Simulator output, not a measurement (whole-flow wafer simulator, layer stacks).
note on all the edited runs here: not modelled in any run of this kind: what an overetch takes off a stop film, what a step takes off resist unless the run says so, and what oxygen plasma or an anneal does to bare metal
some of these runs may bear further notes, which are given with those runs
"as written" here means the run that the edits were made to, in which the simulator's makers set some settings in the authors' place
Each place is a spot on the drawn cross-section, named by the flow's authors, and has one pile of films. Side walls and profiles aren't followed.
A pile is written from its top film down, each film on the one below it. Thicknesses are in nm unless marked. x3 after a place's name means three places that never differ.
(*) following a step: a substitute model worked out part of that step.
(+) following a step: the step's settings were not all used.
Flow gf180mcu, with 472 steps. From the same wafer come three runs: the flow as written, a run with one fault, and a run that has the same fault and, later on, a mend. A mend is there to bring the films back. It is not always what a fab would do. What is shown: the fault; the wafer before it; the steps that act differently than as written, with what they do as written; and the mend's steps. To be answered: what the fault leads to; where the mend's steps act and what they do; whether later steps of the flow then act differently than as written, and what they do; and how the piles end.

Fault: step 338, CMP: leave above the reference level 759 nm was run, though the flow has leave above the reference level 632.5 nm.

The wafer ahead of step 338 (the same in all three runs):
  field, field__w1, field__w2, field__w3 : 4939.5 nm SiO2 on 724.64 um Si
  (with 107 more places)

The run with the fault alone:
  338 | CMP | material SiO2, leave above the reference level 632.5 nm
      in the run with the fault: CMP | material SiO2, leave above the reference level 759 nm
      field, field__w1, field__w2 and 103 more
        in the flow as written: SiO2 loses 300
        in the run with the fault: SiO2 loses 173.5
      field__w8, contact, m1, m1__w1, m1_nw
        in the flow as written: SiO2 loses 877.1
        in the run with the fault: SiO2 loses 750.6
  Steps later in the flow that act otherwise than as written (1 more step, not shown, differs only slightly: by at most 2% or 0.5 nm, whichever is larger):
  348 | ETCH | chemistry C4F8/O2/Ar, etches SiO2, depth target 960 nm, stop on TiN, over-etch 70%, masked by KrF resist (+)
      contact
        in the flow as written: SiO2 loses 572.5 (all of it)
        in the run with the fault: SiO2 loses 699 (all of it)
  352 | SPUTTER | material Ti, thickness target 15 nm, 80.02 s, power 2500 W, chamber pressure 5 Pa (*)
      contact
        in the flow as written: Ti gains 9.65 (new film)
        in the run with the fault: Ti gains 8.97 (new film)
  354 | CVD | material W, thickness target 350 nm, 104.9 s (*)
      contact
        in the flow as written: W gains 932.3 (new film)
        in the run with the fault: W gains 1059.9 (new film)
  At field__w4, field__w8, contact, m1, m1__w1, mim, mim_1p0, m1_nw, the piles at the end differ from the flow's by more than 2% or 0.5 nm, whichever is larger.
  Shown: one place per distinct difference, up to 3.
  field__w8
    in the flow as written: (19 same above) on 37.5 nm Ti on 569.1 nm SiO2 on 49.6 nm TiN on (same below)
    in the run with the fault: (19 same above) on 37.5 nm Ti on 695.6 nm SiO2 on 49.6 nm TiN on (same below)
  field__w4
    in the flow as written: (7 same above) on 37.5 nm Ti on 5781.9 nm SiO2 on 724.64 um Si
    in the run with the fault: (7 same above) on 37.5 nm Ti on 5908.4 nm SiO2 on 724.64 um Si
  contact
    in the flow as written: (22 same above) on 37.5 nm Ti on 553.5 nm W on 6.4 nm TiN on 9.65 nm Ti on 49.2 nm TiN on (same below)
    in the run with the fault: (22 same above) on 37.5 nm Ti on 681.1 nm W on 5.95 nm TiN on 8.97 nm Ti on 49.2 nm TiN on (same below)

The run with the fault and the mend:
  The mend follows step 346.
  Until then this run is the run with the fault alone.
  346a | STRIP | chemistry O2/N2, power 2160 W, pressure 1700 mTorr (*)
      field, field__w1, field__w2 and 107 more
        KrF resist loses 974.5 (all of it), anti-reflective coat loses 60 (all of it)
      contact
        anti-reflective coat loses 60 (all of it)
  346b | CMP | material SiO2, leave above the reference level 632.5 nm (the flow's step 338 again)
      field, field__w1, field__w2 and 108 more
        SiO2 loses 126.5
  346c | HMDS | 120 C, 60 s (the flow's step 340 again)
      does not change any film at any place that is followed
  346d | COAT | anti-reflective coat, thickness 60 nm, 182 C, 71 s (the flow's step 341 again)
      field, field__w1, field__w2 and 108 more
        anti-reflective coat gains 60 (new film)
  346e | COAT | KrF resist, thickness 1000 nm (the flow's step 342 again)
      field, field__w1, field__w2 and 108 more
        KrF resist gains 1000 (new film)
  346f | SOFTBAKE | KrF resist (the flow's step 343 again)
      does not change any film at any place that is followed
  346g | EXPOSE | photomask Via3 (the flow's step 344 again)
      does not change any film at any place that is followed
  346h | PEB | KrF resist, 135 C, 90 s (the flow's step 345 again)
      field, field__w1, field__w2 and 108 more
        KrF resist loses 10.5
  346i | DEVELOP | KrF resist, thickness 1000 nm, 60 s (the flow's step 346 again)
      field, field__w1, field__w2 and 107 more
        KrF resist loses 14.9
      contact
        KrF resist loses 989.5 (all of it)
  Later steps of the flow that are run all act as written at every place that is followed.
  At every place that both follow, the piles at the end match the flow's.
